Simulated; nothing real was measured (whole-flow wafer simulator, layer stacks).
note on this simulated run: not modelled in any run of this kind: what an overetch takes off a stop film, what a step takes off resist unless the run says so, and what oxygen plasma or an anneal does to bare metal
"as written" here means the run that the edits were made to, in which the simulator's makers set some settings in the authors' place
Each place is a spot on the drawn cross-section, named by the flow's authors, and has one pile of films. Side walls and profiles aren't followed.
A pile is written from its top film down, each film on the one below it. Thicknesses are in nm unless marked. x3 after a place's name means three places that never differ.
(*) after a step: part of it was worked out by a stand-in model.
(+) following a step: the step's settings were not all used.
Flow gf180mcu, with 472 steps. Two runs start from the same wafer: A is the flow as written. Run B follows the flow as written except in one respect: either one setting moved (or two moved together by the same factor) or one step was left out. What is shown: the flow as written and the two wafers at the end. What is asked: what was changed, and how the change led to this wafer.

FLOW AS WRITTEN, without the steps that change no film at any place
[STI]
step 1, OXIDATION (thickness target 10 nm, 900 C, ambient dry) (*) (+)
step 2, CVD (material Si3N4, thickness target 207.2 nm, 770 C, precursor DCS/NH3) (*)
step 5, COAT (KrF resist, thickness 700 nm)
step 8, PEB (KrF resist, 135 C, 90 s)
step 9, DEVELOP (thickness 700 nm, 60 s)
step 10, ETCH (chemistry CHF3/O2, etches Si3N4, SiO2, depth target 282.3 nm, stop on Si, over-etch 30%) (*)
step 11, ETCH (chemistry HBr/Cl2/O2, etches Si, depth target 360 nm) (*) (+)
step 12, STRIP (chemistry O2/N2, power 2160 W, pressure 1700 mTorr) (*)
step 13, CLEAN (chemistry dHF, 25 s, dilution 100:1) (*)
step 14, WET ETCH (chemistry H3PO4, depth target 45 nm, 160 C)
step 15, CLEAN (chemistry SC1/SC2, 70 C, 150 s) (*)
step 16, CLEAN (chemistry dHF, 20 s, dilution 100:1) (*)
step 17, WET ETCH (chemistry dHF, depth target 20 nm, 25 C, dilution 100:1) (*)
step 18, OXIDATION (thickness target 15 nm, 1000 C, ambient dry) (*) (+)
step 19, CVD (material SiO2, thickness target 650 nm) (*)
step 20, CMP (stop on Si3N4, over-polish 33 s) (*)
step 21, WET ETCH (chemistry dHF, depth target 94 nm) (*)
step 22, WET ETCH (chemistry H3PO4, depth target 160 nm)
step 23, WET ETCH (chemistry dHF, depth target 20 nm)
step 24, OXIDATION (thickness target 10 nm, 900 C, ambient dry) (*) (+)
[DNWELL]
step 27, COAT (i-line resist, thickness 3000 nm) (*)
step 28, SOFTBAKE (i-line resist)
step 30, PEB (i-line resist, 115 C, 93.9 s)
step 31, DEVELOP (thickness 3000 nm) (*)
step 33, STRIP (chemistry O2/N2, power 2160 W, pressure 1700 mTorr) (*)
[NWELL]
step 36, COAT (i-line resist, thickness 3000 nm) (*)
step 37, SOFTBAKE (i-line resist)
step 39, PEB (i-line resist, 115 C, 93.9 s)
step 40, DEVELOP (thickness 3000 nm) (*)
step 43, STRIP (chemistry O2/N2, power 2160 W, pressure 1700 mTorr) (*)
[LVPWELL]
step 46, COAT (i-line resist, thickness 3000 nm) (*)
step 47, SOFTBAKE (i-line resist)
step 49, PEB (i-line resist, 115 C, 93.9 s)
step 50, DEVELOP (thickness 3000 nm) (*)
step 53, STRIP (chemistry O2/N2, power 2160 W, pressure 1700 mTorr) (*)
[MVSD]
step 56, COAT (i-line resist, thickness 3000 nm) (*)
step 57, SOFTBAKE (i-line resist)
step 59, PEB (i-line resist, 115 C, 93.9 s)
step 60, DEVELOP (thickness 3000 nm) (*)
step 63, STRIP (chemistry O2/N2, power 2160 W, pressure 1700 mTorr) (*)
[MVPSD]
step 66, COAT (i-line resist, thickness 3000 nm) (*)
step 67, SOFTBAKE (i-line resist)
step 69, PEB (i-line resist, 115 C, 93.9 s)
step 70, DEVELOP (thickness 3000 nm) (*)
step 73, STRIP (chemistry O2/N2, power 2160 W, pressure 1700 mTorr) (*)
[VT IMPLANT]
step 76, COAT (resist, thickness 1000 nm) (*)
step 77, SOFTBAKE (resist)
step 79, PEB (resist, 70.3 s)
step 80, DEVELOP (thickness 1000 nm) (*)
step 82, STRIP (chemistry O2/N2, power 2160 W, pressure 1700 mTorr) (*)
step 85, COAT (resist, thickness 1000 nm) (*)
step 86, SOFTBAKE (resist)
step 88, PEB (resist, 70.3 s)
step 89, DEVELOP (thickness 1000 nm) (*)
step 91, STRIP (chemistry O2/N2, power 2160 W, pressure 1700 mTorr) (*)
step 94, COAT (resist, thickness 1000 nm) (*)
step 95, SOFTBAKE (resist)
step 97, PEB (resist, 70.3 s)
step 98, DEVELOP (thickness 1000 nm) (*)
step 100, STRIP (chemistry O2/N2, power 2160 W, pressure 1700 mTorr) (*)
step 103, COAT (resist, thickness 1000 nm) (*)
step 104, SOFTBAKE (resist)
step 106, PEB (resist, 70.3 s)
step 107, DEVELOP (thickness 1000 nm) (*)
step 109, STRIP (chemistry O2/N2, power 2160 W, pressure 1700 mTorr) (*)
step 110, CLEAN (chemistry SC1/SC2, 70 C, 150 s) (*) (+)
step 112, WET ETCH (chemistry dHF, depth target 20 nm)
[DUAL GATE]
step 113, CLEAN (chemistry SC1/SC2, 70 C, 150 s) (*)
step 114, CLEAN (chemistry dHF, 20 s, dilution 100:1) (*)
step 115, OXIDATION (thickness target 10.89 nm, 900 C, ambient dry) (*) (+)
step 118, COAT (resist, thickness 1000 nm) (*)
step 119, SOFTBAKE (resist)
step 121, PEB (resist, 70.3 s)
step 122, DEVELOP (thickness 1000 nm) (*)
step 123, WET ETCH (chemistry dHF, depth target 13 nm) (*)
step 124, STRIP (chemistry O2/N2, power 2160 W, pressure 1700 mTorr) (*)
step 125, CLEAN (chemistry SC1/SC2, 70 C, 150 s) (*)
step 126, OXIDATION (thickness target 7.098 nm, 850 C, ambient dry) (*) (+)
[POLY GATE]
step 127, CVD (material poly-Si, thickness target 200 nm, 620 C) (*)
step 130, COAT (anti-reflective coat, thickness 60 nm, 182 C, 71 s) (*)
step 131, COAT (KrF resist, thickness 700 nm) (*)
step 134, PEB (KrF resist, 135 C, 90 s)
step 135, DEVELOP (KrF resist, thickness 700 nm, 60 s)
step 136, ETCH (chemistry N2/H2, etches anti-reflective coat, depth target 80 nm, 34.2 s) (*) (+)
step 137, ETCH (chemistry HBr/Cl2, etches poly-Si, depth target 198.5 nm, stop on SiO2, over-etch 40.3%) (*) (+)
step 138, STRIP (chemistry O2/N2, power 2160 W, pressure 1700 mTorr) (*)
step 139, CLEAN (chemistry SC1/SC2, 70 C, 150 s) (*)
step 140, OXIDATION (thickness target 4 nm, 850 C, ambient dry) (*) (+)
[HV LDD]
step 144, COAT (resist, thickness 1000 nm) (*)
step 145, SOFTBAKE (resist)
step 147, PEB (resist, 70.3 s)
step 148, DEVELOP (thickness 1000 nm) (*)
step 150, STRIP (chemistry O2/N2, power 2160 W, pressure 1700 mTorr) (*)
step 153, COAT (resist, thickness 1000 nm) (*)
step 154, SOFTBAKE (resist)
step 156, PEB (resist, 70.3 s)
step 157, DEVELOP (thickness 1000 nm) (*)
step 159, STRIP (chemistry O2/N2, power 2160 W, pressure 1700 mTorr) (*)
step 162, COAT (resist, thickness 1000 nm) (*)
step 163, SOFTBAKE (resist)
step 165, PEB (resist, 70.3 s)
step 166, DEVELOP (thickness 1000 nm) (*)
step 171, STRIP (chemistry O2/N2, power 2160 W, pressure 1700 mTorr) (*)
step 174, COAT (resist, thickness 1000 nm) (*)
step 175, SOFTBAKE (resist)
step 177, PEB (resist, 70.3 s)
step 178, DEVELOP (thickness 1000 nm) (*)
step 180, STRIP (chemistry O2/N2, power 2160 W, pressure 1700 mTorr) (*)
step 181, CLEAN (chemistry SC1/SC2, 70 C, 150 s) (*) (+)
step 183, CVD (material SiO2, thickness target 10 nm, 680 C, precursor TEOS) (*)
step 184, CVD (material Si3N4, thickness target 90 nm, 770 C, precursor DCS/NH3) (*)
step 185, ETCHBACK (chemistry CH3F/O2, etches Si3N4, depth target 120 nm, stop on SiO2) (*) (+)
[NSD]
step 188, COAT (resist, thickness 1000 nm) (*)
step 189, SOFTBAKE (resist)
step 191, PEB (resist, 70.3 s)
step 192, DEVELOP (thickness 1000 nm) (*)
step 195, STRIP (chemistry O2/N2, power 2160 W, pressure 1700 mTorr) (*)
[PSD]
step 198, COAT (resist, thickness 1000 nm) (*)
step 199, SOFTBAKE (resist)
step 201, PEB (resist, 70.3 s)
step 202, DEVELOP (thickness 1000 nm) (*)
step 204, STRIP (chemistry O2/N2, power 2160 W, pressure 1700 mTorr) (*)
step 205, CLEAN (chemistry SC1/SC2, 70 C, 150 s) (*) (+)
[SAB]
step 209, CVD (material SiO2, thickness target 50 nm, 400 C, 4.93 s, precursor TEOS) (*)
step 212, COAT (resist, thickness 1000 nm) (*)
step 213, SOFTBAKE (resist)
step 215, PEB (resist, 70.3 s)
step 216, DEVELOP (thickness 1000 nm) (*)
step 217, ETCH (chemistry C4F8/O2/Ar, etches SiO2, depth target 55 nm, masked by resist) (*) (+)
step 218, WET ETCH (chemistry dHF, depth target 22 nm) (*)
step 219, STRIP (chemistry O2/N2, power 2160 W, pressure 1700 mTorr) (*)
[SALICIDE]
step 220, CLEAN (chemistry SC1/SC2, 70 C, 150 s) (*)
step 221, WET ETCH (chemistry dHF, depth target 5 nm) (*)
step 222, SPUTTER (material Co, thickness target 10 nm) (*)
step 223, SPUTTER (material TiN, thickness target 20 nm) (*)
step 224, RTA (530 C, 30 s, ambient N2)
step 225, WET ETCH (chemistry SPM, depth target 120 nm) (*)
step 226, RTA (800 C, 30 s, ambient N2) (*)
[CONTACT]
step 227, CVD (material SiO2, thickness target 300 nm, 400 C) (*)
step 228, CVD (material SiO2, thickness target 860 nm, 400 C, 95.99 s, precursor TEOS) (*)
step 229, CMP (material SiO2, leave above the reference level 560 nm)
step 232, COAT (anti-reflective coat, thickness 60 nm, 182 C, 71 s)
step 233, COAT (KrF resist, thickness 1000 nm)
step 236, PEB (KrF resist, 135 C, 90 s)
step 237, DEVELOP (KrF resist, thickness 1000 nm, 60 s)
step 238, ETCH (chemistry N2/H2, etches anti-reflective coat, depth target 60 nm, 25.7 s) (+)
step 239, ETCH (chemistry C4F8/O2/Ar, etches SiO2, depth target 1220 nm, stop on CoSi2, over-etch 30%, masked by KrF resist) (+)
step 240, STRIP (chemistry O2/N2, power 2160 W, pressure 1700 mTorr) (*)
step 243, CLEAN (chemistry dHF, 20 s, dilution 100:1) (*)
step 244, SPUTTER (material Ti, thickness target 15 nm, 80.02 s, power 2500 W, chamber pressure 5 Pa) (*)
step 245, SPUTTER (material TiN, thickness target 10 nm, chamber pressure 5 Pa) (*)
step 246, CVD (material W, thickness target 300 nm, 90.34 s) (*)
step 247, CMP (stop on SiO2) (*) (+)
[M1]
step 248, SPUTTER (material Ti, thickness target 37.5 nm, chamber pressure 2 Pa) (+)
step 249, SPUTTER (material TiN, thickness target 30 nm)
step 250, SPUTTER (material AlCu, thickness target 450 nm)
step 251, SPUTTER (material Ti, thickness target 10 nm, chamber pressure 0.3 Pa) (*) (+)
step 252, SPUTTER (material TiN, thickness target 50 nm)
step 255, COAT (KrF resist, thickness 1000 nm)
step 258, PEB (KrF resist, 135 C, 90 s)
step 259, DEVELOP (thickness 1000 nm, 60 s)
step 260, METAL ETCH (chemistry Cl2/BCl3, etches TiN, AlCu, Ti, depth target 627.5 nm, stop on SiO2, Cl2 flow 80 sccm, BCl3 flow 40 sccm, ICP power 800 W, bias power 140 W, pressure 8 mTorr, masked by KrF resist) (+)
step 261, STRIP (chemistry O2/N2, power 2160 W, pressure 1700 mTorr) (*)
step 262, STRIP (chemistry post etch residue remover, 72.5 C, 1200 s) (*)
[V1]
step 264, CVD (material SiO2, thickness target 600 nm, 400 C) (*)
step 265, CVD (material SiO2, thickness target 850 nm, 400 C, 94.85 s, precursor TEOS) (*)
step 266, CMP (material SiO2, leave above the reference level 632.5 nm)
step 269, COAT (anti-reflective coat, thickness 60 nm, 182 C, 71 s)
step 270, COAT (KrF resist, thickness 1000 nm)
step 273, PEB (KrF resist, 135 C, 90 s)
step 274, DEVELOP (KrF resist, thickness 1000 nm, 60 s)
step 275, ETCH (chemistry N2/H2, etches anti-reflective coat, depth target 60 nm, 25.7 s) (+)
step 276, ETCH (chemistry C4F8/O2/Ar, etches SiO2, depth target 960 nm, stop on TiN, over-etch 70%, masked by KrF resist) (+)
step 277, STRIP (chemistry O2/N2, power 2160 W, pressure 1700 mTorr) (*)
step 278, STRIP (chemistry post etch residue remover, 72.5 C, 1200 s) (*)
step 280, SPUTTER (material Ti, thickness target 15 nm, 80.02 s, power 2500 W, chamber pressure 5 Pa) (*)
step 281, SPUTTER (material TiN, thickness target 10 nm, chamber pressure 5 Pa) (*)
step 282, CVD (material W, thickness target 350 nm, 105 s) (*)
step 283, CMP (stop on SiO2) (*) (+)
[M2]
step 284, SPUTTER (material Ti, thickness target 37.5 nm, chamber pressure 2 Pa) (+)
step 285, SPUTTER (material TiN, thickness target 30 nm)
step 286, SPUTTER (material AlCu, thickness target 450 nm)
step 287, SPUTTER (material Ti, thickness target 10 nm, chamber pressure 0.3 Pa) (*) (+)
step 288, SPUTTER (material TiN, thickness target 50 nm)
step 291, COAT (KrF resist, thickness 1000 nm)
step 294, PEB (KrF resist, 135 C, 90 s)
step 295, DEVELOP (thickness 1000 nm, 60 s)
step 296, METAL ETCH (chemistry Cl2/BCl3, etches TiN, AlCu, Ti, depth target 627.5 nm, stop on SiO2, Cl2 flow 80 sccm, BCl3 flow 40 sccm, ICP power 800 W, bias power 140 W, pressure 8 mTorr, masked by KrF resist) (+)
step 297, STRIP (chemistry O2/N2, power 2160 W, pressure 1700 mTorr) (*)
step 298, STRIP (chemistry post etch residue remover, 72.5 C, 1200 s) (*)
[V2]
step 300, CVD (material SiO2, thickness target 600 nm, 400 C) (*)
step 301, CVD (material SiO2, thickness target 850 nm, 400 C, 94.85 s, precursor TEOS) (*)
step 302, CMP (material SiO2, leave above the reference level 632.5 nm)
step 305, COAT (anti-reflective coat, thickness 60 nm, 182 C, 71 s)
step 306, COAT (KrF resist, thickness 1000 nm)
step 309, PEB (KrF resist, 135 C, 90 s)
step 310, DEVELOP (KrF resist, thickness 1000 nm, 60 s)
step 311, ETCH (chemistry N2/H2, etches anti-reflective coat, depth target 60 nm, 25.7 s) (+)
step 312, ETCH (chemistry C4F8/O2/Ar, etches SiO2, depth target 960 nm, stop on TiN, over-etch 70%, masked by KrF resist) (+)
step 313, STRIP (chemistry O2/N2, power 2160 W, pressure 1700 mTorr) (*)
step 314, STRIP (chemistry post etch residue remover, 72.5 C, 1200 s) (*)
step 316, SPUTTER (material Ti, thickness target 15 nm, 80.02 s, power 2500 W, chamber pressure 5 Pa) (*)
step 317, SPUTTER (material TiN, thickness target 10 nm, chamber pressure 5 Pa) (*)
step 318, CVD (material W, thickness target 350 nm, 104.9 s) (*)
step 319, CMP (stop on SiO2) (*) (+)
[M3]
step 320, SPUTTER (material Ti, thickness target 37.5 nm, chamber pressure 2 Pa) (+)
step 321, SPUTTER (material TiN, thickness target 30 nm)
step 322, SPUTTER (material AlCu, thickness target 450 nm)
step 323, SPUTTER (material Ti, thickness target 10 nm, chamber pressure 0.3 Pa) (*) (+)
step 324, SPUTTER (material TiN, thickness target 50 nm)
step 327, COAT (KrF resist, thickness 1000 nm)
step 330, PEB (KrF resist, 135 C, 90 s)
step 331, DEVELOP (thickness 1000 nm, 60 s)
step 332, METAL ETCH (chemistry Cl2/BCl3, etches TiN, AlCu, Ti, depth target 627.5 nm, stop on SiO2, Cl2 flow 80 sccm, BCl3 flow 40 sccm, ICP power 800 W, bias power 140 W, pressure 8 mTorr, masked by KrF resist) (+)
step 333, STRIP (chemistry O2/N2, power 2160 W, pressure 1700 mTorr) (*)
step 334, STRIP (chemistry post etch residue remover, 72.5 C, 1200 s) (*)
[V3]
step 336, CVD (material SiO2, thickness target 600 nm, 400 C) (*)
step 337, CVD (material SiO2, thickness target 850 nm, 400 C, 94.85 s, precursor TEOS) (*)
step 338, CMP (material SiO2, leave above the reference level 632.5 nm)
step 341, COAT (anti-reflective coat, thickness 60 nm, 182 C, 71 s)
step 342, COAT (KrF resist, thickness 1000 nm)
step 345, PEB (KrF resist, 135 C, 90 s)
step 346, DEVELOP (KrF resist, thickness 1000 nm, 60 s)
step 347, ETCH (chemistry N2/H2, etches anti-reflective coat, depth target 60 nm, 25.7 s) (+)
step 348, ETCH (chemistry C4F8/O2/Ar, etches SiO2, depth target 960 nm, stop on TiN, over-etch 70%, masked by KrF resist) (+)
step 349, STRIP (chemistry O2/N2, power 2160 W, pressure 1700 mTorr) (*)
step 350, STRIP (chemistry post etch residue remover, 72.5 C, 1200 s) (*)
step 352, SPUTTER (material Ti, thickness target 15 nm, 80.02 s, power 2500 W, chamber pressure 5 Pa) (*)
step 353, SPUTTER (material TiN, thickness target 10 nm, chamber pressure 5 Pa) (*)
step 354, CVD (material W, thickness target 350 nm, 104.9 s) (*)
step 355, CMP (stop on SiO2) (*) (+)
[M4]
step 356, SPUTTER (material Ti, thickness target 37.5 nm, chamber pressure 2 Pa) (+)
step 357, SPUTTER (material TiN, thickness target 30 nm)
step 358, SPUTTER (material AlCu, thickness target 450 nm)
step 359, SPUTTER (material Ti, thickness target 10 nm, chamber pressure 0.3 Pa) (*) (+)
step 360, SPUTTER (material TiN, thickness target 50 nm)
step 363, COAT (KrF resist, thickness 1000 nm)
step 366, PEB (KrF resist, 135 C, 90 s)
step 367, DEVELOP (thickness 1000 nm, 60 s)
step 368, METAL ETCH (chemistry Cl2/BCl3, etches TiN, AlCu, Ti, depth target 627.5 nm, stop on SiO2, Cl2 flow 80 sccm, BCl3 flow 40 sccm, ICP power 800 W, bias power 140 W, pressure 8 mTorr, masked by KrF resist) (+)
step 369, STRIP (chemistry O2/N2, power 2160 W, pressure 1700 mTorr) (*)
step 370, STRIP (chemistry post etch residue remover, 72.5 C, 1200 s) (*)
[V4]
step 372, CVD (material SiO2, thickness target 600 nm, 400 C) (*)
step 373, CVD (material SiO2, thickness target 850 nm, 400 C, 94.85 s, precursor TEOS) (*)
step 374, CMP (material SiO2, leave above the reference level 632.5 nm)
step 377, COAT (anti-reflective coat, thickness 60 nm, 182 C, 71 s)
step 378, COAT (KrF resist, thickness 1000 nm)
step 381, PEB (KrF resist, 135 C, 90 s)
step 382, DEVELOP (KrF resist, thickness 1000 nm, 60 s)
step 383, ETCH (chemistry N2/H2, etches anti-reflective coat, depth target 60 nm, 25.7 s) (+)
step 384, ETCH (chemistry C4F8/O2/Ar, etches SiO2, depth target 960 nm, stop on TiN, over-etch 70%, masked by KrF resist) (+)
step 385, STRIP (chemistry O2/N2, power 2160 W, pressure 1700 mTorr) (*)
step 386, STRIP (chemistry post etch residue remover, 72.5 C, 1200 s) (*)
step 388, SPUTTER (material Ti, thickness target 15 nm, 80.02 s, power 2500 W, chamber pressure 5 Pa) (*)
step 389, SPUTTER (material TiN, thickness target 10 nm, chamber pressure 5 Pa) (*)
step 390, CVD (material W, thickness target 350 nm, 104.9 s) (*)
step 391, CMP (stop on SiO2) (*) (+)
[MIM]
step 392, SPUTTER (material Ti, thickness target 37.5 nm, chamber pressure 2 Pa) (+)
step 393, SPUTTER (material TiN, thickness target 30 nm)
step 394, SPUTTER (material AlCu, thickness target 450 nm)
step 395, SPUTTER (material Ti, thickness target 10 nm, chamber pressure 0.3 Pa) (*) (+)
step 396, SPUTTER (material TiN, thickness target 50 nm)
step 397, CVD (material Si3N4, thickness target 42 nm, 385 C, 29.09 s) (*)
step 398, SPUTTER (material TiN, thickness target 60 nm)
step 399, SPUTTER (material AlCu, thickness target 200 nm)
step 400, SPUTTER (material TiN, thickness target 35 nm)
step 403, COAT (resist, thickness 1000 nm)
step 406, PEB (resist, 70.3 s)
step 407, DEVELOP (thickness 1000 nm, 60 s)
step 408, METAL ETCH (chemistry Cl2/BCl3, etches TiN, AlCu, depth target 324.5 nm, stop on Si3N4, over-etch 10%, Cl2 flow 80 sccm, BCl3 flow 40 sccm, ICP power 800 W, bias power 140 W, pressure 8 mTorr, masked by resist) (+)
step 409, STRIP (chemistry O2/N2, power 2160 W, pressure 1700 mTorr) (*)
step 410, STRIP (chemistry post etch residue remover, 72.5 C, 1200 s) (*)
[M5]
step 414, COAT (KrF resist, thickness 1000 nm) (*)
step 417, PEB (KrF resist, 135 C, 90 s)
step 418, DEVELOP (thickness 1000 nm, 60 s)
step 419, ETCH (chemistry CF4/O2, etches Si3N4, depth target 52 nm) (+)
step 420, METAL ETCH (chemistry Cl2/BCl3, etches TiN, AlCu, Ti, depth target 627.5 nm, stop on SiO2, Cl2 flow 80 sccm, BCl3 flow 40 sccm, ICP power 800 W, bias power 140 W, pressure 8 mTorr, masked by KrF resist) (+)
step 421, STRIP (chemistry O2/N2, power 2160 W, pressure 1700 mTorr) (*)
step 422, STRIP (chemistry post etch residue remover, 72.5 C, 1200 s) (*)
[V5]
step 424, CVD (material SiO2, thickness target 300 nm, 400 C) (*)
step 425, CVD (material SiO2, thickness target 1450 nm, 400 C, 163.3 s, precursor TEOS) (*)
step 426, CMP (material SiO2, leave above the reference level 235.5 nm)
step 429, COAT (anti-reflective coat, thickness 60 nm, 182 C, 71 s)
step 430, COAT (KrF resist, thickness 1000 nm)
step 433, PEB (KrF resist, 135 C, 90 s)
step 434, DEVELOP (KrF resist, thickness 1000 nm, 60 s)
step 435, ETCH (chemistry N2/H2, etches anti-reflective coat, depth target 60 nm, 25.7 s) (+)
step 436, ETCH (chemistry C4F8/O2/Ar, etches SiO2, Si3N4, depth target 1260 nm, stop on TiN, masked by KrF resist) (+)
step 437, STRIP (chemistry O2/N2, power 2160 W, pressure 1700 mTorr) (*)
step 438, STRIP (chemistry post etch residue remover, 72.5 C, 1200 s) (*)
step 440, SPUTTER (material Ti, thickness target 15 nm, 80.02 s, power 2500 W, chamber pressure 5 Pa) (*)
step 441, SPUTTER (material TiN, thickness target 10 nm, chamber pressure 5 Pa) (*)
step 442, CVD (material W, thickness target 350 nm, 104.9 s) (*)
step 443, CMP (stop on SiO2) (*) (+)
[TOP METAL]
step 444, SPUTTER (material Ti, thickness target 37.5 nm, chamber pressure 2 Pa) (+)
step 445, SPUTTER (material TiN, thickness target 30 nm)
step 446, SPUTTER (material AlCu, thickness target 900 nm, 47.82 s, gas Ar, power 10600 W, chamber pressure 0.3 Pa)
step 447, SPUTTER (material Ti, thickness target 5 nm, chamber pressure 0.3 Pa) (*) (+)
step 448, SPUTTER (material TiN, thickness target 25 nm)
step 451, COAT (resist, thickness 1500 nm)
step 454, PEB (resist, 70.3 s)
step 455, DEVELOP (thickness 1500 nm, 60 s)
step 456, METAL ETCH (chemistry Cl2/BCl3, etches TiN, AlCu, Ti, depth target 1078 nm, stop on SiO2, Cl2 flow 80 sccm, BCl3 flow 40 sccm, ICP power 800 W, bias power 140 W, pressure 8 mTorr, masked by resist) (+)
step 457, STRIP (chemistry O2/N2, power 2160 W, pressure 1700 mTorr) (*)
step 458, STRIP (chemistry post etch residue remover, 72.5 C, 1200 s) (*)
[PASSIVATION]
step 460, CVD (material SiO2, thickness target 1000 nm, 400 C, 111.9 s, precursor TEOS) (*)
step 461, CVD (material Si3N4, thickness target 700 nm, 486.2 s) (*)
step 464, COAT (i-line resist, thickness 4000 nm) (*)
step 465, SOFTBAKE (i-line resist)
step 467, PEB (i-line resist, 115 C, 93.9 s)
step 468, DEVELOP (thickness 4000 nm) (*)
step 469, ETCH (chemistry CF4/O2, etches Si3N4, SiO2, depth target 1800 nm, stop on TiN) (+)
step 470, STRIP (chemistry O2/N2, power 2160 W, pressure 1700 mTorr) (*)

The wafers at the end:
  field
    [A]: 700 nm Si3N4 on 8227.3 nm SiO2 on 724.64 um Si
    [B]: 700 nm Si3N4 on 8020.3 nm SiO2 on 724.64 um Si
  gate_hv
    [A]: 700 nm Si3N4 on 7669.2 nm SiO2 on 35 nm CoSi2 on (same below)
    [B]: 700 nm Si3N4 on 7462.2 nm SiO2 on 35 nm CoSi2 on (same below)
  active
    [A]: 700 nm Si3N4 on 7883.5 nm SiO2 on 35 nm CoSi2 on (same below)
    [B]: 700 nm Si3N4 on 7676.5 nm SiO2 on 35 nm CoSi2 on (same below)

The reason: step 394, SPUTTER: thickness target 243 nm was run, while the flow as written has thickness target 450 nm.

How this came from the change, step by step:
  step 394, SPUTTER (material AlCu, thickness target 450 nm)
      field, field__w1, field__w2 and 108 more: A AlCu gains 450 (new film) | B AlCu gains 243 (new film)
  step 420, METAL ETCH (chemistry Cl2/BCl3, etches TiN, AlCu, Ti, depth target 627.5 nm, stop on SiO2, Cl2 flow 80 sccm, BCl3 flow 40 sccm, ICP power 800 W, bias power 140 W, pressure 8 mTorr, masked by KrF resist) (+)
      field, field__w1, field__w2 and 101 more: A TiN loses 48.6 (all of it), Ti loses 10 (all of it), AlCu loses 450 (all of it), TiN loses 30 (all of it), Ti loses 37.5 (all of it) | B TiN loses 48.6 (all of it), Ti loses 10 (all of it), AlCu loses 243 (all of it), TiN loses 30 (all of it), Ti loses 37.5 (all of it)
      field__w4, field__w8, contact, m1, m1__w1, mim, mim_1p0, m1_nw: A KrF resist loses 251 | B KrF resist loses 221.4
  step 421, STRIP (chemistry O2/N2, power 2160 W, pressure 1700 mTorr) (*)
      field__w8, m1__w1: A KrF resist loses 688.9 (all of it) | B KrF resist loses 718.4 (all of it)
      contact, m1: A KrF resist loses 689.3 (all of it) | B KrF resist loses 718.9 (all of it)
      (as well as at 4 more places)
  step 426, CMP (material SiO2, leave above the reference level 235.5 nm)
      field, field__w1, field__w5 and 92 more: A SiO2 loses 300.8 | B SiO2 loses 507.8
      field__w2, field__w3, field__w12 and 6 more: A SiO2 loses 272.7 | B SiO2 loses 489.1
